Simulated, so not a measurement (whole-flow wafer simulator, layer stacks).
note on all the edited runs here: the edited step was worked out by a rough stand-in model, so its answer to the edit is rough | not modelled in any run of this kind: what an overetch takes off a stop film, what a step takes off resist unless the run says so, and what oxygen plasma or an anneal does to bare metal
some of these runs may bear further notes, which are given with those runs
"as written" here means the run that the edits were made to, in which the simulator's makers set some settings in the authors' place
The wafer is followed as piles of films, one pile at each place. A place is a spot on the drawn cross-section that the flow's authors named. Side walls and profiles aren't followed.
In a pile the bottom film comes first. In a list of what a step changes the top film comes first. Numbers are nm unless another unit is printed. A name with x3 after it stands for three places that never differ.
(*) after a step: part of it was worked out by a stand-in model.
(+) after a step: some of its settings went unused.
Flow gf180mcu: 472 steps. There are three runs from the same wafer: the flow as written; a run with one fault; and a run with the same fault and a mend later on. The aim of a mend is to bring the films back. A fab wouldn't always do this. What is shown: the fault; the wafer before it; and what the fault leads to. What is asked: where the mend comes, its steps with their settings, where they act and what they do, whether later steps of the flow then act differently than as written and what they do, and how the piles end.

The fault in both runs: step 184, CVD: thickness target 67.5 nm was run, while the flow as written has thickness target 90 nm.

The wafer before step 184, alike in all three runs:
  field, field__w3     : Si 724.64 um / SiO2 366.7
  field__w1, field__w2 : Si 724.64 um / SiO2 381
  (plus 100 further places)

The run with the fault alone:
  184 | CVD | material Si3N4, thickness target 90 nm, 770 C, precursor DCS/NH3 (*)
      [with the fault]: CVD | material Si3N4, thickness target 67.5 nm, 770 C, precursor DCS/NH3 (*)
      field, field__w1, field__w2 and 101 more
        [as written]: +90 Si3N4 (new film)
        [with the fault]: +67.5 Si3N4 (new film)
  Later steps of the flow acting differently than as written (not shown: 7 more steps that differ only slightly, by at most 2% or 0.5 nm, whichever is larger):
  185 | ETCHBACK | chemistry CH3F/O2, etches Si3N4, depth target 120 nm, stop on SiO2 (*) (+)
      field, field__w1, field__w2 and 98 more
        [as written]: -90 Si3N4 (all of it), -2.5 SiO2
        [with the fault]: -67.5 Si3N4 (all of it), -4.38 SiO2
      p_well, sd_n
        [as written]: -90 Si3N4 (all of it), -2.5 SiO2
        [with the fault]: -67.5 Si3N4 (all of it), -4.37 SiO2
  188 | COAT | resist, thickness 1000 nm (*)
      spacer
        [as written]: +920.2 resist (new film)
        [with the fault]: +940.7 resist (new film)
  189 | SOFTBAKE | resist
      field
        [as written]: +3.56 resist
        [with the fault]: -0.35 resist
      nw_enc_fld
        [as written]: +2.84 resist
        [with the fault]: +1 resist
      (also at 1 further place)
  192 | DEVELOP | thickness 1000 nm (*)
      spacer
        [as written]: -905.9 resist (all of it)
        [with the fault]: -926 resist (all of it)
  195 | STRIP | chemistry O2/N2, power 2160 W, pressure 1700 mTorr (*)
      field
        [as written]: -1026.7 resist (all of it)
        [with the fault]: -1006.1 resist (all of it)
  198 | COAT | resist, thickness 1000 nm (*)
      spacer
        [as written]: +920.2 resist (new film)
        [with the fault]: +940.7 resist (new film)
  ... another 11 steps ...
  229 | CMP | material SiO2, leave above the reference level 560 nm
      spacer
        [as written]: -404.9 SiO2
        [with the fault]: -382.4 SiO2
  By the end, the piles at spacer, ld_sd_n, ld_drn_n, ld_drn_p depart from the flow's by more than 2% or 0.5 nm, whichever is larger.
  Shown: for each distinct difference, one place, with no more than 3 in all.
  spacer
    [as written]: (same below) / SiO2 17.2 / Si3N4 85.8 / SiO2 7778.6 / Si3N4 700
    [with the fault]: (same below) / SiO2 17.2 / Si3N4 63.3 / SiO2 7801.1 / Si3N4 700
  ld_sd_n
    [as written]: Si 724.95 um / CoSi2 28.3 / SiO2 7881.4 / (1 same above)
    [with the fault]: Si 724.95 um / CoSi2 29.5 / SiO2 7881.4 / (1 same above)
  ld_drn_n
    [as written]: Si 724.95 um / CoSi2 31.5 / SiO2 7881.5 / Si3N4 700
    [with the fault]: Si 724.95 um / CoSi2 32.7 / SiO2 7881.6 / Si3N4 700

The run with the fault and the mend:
  After step 184 comes the mend.
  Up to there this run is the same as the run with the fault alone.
  184a | CVD | material Si3N4, thickness target 22.5 nm, 770 C, precursor DCS/NH3 (*) (a further turn of the flow's step 184, with different settings)
      field, field__w1, field__w2 and 101 more
        +22.5 Si3N4
  Every later step of the flow that is run acts as written, at every place that is followed, to within 2% or 0.5 nm, whichever is larger.
  By the end, the piles equal the flow's at every place that both follow.
